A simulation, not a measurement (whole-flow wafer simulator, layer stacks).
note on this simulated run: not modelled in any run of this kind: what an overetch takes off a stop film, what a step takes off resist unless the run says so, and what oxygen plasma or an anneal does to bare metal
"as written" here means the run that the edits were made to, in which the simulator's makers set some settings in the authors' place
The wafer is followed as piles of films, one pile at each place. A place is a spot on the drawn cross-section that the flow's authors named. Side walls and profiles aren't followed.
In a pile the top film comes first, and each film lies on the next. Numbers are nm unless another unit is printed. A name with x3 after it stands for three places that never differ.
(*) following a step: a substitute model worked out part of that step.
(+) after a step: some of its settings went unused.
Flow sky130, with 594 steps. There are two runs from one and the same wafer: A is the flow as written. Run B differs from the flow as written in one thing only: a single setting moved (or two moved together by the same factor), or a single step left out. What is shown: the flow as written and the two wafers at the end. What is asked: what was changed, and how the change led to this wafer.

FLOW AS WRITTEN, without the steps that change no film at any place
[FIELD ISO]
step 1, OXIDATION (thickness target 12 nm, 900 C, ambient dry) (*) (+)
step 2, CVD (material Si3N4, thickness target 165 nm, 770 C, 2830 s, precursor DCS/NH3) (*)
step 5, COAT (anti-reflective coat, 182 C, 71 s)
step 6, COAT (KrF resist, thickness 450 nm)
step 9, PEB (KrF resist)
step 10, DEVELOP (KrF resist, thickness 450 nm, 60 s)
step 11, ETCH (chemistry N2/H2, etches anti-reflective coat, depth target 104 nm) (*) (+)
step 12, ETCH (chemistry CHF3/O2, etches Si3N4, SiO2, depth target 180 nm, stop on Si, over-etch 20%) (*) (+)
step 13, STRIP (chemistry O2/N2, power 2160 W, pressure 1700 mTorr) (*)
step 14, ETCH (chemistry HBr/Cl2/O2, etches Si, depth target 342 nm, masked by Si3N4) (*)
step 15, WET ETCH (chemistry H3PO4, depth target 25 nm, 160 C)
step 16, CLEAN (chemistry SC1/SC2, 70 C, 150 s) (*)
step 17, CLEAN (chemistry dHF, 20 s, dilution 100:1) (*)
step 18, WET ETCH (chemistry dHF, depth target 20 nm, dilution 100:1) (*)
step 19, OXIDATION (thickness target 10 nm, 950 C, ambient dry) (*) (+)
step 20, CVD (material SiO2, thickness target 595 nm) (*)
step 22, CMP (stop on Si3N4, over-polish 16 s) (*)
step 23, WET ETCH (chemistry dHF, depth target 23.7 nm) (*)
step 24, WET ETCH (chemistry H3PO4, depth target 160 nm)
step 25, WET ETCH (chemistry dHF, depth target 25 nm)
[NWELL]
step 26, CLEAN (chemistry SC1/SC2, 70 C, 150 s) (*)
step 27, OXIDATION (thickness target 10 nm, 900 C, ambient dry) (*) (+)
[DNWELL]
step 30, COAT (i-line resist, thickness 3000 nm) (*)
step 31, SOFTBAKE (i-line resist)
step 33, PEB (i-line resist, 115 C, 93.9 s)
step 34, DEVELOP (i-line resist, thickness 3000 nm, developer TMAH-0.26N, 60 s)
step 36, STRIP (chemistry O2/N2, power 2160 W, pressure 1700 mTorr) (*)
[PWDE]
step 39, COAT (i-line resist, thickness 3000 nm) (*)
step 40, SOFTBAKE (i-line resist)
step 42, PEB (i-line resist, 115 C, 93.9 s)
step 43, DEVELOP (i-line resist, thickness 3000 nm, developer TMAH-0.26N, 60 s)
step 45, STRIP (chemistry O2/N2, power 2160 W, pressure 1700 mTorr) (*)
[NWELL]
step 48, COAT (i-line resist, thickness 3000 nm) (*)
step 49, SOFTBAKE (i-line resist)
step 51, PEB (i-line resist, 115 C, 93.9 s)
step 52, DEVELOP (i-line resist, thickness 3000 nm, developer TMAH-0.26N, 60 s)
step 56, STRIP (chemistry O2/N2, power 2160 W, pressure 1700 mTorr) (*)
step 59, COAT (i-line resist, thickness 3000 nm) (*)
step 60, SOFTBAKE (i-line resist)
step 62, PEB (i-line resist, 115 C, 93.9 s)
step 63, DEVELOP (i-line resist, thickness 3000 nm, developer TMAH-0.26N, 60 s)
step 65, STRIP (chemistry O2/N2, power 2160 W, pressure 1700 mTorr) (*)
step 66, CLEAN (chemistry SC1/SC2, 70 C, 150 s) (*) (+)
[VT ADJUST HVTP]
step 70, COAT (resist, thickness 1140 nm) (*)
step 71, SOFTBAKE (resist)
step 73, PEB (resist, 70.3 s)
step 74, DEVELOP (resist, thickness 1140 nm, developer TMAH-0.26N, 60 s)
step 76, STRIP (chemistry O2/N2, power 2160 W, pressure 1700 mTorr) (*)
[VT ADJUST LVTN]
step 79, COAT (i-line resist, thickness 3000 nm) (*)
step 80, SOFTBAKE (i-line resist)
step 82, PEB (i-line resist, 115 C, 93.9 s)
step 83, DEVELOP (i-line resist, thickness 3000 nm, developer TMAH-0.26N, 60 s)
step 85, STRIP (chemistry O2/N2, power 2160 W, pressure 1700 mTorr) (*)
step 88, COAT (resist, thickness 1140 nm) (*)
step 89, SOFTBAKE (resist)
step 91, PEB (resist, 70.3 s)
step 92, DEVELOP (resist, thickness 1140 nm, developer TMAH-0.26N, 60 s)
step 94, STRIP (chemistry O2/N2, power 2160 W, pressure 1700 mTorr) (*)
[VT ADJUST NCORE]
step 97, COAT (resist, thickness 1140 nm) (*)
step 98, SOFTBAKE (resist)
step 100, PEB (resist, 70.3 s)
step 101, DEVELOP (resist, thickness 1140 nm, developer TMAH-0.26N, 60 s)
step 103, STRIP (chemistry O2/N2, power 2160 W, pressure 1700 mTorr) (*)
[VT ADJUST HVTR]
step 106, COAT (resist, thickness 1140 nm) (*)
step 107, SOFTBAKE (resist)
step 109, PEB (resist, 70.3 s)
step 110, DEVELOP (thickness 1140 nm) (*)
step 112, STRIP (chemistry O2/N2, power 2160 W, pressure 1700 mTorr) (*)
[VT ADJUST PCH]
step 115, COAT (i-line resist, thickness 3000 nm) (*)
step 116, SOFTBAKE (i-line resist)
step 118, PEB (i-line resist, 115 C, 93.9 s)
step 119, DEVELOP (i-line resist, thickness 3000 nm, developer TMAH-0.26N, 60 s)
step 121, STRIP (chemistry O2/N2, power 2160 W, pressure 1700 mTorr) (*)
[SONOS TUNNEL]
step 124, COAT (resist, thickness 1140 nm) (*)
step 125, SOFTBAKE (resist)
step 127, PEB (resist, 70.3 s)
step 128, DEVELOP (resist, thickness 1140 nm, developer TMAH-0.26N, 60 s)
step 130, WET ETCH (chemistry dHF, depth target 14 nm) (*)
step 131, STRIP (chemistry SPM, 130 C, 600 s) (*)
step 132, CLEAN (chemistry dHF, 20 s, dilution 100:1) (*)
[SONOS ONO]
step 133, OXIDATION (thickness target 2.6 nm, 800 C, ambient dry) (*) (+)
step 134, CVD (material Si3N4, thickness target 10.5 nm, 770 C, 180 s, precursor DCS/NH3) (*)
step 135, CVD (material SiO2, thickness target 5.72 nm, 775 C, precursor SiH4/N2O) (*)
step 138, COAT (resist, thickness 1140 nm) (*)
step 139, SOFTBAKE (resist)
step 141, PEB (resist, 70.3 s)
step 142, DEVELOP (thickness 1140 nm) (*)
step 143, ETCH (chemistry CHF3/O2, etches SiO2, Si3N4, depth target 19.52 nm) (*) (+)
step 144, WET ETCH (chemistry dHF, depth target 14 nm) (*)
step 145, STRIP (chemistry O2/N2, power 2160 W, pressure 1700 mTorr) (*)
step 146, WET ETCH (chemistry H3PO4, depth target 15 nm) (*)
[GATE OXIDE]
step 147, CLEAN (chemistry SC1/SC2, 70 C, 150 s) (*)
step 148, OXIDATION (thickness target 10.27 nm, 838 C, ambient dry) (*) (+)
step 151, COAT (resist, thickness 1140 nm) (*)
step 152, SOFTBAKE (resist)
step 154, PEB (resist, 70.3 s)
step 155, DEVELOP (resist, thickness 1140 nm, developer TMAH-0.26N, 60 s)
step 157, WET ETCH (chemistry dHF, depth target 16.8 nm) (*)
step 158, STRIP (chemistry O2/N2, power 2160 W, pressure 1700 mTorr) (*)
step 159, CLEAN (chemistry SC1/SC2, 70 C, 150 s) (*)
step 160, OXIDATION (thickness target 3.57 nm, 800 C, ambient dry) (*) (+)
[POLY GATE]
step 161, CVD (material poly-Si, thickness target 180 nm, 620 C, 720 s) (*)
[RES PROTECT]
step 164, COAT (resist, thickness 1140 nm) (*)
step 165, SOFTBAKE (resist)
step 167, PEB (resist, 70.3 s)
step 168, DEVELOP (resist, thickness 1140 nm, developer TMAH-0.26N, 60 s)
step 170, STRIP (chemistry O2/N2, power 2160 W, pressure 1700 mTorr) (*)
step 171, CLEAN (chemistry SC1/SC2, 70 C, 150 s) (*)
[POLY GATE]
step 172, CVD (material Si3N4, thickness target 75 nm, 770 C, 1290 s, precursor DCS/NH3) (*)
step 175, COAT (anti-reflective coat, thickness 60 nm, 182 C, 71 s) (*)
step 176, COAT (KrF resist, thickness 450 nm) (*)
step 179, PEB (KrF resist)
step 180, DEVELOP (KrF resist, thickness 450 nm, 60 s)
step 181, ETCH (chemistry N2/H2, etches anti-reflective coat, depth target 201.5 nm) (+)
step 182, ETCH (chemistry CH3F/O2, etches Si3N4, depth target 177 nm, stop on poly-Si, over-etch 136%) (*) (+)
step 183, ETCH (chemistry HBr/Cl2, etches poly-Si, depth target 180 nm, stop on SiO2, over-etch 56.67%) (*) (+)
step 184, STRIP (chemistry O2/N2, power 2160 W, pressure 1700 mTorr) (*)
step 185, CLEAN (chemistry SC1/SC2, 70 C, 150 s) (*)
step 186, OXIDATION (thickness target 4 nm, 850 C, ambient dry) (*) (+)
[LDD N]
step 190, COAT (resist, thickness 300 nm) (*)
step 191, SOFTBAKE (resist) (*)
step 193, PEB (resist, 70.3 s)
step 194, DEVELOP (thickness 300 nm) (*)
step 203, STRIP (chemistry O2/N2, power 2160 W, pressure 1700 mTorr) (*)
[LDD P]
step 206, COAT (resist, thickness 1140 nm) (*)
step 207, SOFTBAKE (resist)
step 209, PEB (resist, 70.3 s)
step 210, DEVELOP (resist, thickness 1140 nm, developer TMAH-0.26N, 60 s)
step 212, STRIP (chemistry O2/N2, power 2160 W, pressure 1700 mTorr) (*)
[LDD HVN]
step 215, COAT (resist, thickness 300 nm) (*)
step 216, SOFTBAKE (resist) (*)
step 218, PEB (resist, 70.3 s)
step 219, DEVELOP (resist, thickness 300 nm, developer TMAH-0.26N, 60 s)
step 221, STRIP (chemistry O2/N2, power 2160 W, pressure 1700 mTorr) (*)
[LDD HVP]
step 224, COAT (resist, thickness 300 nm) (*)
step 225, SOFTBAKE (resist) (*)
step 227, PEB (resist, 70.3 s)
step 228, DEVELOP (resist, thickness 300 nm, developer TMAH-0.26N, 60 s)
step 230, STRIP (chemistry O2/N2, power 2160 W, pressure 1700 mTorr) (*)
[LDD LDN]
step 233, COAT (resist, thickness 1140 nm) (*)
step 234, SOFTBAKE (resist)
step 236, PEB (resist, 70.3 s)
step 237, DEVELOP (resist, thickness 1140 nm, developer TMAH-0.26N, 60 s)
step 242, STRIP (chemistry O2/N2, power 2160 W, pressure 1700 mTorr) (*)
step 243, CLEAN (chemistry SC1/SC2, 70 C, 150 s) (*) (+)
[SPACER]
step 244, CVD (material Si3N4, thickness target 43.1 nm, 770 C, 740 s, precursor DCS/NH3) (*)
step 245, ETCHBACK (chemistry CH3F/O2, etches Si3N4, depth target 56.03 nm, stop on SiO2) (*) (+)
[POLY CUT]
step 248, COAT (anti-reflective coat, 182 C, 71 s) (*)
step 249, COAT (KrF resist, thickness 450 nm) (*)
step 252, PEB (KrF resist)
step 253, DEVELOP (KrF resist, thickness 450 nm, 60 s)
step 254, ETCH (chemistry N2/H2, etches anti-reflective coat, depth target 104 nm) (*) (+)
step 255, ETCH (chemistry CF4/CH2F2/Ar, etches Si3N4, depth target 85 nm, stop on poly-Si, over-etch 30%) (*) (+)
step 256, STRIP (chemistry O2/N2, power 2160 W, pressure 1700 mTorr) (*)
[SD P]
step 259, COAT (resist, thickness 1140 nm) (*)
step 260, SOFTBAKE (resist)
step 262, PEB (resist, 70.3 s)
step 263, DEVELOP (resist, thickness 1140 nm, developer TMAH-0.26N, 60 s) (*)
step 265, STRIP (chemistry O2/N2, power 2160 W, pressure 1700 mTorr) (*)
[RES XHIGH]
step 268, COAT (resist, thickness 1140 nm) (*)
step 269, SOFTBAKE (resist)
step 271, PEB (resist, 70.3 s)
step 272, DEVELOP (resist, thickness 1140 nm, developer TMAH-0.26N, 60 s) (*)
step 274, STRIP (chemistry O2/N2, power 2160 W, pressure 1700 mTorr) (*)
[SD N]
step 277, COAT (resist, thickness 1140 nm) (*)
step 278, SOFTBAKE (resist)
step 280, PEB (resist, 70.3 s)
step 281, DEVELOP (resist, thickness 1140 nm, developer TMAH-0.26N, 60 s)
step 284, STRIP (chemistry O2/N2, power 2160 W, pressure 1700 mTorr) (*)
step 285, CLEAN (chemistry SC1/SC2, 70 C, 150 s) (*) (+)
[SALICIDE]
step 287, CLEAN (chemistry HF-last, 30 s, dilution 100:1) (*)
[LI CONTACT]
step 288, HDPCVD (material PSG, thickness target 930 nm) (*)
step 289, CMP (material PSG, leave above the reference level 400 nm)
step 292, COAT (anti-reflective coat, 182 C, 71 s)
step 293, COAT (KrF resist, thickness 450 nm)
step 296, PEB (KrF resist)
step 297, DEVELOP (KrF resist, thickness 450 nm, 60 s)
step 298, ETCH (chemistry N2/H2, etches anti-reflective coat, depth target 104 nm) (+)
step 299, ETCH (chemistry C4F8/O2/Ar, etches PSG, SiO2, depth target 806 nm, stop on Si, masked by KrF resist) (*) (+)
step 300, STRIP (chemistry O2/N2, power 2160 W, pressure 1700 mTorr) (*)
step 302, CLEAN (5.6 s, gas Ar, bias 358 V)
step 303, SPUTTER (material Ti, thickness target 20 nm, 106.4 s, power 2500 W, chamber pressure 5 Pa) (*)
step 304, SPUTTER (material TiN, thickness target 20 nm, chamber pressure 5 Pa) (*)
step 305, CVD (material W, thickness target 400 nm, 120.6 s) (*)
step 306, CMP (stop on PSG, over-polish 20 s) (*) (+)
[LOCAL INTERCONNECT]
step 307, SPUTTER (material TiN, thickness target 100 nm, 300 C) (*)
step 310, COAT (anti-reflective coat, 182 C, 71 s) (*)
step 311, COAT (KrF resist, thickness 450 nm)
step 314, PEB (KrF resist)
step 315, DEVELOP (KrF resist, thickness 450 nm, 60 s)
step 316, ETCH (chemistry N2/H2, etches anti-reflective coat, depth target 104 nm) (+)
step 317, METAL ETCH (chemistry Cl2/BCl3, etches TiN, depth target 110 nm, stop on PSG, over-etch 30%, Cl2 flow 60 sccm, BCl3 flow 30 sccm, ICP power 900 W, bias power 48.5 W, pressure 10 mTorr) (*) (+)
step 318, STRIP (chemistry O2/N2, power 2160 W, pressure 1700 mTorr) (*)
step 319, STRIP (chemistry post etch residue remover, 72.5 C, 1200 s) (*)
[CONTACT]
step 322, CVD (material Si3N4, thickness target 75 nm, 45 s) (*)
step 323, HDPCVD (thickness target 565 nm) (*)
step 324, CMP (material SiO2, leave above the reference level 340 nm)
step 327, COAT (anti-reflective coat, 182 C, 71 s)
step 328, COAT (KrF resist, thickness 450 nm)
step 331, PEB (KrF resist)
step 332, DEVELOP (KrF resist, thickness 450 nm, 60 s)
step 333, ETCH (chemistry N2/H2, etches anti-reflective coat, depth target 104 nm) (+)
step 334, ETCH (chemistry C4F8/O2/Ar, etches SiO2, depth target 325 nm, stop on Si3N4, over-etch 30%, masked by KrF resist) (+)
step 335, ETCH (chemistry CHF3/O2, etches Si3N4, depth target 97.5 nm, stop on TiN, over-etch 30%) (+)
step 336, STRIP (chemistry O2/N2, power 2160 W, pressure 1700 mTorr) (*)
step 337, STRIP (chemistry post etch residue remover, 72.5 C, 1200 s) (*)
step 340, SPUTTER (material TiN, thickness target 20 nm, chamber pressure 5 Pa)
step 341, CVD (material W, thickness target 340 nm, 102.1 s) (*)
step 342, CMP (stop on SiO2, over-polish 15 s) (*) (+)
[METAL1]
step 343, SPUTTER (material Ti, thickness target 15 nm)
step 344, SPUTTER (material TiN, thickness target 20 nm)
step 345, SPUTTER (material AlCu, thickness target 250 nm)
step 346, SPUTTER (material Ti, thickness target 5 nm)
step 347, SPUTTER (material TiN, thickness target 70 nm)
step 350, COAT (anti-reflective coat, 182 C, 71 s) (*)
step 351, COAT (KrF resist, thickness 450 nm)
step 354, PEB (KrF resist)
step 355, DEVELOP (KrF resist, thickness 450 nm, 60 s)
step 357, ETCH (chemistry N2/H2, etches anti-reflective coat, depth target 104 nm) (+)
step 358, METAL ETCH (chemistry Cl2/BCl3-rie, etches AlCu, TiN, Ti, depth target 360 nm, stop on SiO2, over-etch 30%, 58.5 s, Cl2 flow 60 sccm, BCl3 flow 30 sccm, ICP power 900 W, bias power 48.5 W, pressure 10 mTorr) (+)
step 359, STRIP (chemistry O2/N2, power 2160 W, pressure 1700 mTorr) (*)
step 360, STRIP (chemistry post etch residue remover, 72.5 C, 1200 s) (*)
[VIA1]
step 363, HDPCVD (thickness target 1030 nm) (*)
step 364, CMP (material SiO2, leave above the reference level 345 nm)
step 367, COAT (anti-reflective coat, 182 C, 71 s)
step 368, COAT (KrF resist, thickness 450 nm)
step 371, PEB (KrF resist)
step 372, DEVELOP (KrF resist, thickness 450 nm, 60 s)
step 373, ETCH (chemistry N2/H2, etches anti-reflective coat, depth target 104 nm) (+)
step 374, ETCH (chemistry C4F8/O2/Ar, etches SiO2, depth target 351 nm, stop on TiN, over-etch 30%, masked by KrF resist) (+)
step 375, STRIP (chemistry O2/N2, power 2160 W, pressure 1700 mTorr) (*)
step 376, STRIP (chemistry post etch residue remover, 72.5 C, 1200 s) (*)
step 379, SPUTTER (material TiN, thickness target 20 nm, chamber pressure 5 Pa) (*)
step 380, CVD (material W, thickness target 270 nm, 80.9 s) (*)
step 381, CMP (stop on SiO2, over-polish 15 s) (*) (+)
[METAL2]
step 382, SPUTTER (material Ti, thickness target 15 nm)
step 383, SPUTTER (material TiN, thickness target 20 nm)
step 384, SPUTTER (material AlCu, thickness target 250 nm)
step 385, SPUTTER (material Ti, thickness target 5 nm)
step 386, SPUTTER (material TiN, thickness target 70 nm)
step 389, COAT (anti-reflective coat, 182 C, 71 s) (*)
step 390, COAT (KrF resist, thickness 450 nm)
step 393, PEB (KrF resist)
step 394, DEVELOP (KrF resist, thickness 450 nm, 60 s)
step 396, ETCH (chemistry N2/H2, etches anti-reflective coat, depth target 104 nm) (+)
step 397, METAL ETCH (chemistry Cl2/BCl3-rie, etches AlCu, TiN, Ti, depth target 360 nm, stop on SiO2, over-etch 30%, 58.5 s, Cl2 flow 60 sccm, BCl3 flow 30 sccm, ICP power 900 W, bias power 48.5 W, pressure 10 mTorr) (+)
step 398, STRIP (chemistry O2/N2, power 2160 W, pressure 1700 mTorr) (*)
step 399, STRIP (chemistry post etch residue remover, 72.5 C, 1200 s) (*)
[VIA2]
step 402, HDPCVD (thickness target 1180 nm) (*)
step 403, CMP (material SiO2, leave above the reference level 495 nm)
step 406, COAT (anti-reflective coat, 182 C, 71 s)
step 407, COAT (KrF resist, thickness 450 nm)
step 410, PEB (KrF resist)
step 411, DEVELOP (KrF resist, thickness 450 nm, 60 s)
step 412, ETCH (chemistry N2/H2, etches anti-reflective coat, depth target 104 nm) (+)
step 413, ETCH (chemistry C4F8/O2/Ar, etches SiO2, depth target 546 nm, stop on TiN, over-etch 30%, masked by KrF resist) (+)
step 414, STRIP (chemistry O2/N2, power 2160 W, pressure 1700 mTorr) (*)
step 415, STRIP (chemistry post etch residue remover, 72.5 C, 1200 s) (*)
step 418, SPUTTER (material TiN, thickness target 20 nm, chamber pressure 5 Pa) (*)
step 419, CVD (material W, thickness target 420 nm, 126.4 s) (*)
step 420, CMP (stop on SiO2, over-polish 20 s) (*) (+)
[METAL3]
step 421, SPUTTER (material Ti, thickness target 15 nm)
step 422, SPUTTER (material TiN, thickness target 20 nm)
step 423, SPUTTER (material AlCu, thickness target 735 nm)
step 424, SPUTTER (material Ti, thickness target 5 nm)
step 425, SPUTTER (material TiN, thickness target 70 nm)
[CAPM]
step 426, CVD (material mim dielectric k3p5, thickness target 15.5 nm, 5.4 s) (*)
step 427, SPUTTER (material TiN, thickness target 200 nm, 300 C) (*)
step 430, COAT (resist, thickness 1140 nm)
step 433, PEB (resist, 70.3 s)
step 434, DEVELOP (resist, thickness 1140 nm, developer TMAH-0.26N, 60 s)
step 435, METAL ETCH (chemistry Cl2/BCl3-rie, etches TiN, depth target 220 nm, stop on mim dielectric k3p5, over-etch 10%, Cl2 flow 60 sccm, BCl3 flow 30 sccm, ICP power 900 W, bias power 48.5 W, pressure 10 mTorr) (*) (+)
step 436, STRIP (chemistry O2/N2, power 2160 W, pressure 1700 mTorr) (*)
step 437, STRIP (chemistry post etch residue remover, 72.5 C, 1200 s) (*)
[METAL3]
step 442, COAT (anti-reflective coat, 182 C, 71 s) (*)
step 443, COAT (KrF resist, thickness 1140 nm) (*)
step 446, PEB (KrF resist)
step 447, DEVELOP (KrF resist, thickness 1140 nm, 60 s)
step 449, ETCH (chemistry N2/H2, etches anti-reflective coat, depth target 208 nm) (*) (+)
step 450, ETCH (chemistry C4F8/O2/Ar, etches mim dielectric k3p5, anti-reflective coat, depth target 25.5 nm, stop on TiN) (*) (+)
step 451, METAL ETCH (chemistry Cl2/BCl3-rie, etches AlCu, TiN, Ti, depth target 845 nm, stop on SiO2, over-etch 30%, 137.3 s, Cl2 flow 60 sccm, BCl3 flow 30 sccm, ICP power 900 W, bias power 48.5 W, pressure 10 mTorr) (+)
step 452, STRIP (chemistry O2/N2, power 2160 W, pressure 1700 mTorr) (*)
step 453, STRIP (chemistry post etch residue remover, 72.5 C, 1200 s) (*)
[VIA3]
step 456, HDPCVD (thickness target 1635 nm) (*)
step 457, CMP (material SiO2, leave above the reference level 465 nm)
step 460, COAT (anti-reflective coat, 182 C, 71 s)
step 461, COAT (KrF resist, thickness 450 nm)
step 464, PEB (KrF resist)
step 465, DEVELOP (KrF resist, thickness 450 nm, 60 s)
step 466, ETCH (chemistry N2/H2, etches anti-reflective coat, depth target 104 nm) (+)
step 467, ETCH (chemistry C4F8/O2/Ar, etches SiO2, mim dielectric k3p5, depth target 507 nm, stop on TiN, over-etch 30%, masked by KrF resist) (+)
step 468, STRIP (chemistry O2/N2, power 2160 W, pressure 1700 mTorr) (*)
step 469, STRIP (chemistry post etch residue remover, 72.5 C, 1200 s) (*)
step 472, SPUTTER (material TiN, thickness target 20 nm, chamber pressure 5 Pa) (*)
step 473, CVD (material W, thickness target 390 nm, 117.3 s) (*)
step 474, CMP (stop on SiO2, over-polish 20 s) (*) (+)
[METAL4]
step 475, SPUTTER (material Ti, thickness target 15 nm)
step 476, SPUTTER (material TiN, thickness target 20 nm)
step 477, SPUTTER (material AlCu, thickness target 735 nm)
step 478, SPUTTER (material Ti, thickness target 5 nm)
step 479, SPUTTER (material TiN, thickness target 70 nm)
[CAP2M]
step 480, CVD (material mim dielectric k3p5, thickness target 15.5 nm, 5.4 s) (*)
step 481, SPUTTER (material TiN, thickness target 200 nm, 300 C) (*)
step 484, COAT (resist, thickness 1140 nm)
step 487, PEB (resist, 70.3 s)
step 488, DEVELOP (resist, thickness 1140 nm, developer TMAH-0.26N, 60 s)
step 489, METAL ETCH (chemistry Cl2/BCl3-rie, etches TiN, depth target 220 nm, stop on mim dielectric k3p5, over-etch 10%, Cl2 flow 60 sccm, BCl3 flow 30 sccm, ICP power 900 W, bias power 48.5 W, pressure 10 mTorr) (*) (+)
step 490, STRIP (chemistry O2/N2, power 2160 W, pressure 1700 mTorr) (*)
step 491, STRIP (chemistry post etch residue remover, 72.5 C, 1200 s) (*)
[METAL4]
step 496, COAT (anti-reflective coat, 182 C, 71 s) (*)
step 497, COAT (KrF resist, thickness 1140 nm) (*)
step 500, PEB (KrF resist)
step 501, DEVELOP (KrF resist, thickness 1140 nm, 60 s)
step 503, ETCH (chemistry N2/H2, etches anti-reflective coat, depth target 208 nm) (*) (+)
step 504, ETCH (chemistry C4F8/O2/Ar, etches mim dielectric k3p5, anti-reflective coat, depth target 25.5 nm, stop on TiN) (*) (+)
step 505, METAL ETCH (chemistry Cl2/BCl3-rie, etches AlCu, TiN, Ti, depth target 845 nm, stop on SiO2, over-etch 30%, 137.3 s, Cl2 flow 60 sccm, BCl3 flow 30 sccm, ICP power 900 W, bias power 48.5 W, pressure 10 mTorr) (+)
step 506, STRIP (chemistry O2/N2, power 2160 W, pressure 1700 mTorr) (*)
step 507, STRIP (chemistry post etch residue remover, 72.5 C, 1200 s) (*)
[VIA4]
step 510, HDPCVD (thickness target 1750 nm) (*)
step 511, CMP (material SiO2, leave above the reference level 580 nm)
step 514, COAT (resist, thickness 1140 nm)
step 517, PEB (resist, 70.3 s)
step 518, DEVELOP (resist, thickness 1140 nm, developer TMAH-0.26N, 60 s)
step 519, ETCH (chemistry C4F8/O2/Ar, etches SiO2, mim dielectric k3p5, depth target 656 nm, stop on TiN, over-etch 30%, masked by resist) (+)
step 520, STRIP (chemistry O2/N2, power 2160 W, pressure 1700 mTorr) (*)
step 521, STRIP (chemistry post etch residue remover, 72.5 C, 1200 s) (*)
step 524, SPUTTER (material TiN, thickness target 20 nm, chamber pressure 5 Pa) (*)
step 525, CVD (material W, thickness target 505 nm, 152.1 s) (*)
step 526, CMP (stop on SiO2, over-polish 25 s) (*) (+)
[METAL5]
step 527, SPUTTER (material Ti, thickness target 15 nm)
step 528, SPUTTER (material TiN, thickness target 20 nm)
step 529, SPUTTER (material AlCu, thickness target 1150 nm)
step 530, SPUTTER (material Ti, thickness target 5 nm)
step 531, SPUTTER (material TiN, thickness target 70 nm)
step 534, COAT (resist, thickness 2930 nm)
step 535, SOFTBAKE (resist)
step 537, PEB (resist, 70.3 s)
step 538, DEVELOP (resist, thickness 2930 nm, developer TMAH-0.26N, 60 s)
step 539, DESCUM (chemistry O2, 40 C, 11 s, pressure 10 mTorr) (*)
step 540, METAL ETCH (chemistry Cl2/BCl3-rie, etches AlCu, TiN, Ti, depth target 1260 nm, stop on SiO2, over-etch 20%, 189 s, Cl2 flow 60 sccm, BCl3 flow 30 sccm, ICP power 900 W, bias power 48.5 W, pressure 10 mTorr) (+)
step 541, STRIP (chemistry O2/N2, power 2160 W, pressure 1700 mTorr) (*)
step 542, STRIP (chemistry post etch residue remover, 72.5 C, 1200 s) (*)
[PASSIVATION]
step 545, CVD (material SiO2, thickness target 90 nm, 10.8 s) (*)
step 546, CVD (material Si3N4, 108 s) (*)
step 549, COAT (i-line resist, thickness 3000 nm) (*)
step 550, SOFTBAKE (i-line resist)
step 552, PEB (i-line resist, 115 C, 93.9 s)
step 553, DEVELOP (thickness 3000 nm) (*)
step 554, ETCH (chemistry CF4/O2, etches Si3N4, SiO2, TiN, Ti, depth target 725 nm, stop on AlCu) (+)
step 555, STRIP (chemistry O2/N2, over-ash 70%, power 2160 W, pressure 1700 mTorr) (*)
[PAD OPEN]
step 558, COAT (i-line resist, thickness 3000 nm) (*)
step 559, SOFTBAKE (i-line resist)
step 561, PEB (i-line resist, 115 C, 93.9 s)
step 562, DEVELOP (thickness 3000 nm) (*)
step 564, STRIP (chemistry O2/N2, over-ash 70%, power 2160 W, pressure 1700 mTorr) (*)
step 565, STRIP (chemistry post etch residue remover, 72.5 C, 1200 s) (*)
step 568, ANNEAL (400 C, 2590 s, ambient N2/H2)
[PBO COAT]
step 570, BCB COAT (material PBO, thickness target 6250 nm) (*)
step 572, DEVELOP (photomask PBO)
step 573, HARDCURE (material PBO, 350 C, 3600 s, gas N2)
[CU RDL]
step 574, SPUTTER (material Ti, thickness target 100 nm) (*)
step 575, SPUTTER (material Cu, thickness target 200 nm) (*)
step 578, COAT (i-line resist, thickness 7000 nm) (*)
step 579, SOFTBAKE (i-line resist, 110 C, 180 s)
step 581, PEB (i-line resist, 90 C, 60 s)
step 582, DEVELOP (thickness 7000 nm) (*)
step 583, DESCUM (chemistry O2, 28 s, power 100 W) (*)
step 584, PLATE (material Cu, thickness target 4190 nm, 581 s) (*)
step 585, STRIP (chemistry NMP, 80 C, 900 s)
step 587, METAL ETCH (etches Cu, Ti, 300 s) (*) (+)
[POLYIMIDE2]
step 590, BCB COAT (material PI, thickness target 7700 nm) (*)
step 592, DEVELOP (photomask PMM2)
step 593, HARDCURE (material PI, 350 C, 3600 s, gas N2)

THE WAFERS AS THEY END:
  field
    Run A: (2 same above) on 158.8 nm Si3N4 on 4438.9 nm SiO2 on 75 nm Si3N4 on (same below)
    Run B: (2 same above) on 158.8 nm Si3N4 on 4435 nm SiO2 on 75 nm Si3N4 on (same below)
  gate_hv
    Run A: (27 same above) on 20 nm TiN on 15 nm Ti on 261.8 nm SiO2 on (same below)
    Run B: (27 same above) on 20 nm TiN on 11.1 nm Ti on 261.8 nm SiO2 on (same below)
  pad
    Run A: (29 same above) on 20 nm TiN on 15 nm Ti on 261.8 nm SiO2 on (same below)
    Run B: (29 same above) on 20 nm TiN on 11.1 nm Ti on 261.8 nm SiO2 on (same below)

What caused this: step 343, SPUTTER: thickness target 11.1 nm was run, though the flow has thickness target 15 nm.
The wafer itself shows it: gate_hv has Ti 11.1, and step 343 as written asks for 15 nm.

Step by step, how the change led to this:
  step 343, SPUTTER (material Ti, thickness target 15 nm)
      field, active, n_well and 188 more: A +15 Ti (new film) | B +11.1 Ti (new film)
  step 358, METAL ETCH (chemistry Cl2/BCl3-rie, etches AlCu, TiN, Ti, depth target 360 nm, stop on SiO2, over-etch 30%, 58.5 s, Cl2 flow 60 sccm, BCl3 flow 30 sccm, ICP power 900 W, bias power 48.5 W, pressure 10 mTorr) (+)
      field, active, gate and 81 more: A -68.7 TiN (all of it), -5 Ti (all of it), -250 AlCu (all of it), -20 TiN (all of it), -15 Ti (all of it), -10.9 SiO2 | B -68.7 TiN (all of it), -5 Ti (all of it), -250 AlCu (all of it), -20 TiN (all of it), -11.1 Ti (all of it), -11.3 SiO2
